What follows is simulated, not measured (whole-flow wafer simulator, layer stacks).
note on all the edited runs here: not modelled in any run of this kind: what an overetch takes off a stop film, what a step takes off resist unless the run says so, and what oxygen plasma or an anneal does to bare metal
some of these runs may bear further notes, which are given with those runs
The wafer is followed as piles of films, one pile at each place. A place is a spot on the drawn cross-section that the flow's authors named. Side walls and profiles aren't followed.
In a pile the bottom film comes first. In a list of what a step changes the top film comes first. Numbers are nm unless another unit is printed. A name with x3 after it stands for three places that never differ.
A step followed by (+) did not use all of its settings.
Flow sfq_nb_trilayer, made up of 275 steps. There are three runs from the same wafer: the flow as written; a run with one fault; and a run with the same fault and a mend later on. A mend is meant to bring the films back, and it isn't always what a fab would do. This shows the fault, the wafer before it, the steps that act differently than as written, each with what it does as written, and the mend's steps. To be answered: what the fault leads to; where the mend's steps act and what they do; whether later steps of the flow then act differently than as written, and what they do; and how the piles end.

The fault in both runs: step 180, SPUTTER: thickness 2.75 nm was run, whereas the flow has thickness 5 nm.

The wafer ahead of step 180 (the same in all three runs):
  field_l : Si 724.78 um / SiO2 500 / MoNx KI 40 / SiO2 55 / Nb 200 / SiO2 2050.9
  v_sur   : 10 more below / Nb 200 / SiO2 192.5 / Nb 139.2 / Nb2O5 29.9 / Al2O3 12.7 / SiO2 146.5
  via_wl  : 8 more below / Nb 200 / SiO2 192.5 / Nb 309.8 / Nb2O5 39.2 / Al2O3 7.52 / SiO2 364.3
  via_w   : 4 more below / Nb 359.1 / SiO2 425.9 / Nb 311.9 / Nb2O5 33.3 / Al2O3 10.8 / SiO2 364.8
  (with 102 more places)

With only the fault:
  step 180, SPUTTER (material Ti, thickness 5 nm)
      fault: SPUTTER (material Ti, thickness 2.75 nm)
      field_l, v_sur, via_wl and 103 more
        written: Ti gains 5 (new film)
        fault: Ti gains 2.75 (new film)
  Later steps of the flow acting differently than as written (not shown: 20 more steps that differ only slightly, by at most 2% or 0.5 nm, whichever is larger):
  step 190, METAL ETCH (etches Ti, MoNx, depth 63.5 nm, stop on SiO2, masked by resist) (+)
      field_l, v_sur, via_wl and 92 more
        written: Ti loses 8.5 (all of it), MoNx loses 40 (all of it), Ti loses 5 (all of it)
        fault: Ti loses 8.5 (all of it), MoNx loses 40 (all of it), Ti loses 2.75 (all of it)
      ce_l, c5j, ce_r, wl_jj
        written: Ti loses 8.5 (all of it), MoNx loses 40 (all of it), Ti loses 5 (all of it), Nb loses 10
        fault: Ti loses 8.5 (all of it), MoNx loses 40 (all of it), Ti loses 2.75 (all of it), Nb loses 12.2
  By the end, the piles at be_r, r_sur, res, r_end, r5r_line_l, r5r_line_c, r5r_line_r depart from the flow's by more than 2% or 0.5 nm, whichever is larger.
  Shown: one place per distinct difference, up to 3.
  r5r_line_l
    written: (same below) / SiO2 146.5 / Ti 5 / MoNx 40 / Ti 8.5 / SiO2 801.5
    fault: (same below) / SiO2 146.5 / Ti 2.75 / MoNx 40 / Ti 8.5 / SiO2 803.8
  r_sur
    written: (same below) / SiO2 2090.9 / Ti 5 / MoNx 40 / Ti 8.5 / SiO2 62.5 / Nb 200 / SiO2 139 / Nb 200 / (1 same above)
    fault: (same below) / SiO2 2090.9 / Ti 2.75 / MoNx 40 / Ti 8.5 / SiO2 62.5 / Nb 200 / SiO2 141.2 / Nb 200 / (1 same above)
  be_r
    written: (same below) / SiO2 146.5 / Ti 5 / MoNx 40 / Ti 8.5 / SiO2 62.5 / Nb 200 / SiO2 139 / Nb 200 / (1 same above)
    fault: (same below) / SiO2 146.5 / Ti 2.75 / MoNx 40 / Ti 8.5 / SiO2 62.5 / Nb 200 / SiO2 141.2 / Nb 200 / (1 same above)

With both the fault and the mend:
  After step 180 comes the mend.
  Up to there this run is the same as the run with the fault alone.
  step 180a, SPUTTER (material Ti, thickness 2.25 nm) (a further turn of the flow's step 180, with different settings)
      field_l, v_sur, via_wl and 103 more
        Ti gains 2.25
  None of the later steps of the flow acts differently than as written at any place that is followed.
  At every place that both follow, the piles at the end match the flow's.
